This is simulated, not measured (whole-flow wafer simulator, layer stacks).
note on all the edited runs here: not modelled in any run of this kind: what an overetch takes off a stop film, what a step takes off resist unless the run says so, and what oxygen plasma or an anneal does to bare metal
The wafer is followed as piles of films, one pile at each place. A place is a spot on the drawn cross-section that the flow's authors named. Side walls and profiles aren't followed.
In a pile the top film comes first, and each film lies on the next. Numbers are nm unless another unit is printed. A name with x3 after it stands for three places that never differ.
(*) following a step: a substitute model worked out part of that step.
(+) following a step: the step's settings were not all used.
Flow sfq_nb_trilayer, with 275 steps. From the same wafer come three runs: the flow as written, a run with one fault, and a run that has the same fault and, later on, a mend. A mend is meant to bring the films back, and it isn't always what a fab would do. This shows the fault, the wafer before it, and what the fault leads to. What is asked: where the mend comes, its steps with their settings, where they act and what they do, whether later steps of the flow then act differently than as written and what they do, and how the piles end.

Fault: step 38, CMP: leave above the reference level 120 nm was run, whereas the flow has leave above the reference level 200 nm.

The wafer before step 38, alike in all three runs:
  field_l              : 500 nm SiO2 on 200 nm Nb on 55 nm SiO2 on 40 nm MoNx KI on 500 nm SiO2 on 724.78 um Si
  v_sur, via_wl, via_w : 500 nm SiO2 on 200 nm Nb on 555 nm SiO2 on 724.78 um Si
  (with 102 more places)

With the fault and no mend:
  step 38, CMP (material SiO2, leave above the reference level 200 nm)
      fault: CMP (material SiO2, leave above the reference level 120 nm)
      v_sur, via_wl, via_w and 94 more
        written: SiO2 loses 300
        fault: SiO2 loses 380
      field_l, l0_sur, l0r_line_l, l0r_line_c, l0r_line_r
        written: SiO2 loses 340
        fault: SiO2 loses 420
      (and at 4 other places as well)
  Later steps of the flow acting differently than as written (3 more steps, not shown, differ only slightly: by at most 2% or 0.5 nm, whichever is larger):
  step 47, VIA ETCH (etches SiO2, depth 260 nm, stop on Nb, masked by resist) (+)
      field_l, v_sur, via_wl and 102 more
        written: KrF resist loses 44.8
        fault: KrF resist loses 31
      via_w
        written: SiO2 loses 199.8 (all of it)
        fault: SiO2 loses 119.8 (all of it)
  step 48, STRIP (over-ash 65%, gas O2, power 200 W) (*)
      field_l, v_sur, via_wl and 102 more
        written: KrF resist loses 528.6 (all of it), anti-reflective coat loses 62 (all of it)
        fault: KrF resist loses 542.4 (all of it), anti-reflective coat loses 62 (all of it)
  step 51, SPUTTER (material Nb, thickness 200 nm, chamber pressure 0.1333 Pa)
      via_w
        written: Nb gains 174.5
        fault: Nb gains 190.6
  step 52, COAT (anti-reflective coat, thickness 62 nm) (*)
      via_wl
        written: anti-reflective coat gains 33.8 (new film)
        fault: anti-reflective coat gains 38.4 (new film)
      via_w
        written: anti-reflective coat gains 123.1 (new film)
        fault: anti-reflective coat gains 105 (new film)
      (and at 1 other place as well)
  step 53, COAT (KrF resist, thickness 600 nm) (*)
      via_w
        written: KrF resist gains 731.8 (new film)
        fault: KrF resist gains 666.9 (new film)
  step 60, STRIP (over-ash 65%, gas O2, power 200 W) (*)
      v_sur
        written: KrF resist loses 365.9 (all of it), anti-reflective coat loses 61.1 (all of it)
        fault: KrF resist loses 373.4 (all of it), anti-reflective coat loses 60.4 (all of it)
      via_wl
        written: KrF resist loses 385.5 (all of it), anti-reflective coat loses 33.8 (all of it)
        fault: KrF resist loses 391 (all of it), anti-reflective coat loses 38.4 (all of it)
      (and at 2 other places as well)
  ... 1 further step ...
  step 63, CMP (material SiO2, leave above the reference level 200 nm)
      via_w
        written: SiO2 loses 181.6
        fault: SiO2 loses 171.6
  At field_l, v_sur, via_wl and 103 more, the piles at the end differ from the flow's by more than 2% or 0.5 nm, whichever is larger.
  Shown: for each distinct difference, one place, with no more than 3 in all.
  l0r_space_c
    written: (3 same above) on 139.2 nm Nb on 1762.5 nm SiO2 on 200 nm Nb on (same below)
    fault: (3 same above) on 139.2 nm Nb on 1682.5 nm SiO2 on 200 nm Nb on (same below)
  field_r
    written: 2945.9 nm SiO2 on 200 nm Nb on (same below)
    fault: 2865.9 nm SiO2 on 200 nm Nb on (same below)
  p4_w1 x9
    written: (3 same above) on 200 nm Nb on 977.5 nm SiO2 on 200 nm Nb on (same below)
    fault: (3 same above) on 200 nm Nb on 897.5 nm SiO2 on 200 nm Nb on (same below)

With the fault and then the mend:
  The mend follows step 45.
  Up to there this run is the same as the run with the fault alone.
  step 45a, STRIP (over-ash 65%, gas O2, power 200 W) (*)
      field_l, v_sur, via_wl and 102 more
        KrF resist loses 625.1 (all of it), anti-reflective coat loses 62 (all of it)
      via_w
        anti-reflective coat loses 62 (all of it)
  step 45b, PECVD (material SiO2, thickness 80 nm, 150 C, 17.78 s, RF power 183.3 W, pressure 2.4 Torr, precursor SiH4/N2O) (the flow's step 37 again, with other settings)
      field_l, v_sur, via_wl and 103 more
        SiO2 gains 80
  step 45c, COAT (anti-reflective coat, thickness 62 nm) (the flow's step 40 again)
      field_l, v_sur, via_wl and 103 more
        anti-reflective coat gains 62 (new film)
  step 45d, COAT (KrF resist, thickness 650 nm) (the flow's step 41 again)
      field_l, v_sur, via_wl and 103 more
        KrF resist gains 650 (new film)
  step 45e, SOFTBAKE (KrF resist) (the flow's step 42 again)
      does not change any film at any place that is followed
  step 45f, EXPOSE (photomask I0, dose 11.91 mJ/cm2, NA 0.6, wavelength 248 nm) (*) (the flow's step 43 again)
      does not change any film at any place that is followed
  step 45g, PEB (KrF resist, 90 s) (the flow's step 44 again)
      field_l, v_sur, via_wl and 103 more
        KrF resist loses 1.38
  step 45h, DEVELOP (KrF resist, thickness 650 nm, 60 s) (the flow's step 45 again)
      field_l, v_sur, via_wl and 102 more
        KrF resist loses 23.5
      via_w
        KrF resist loses 648.6 (all of it)
  None of the later steps of the flow acts differently than as written at any place that is followed.
  By the end, the piles equal the flow's at every place that both follow.
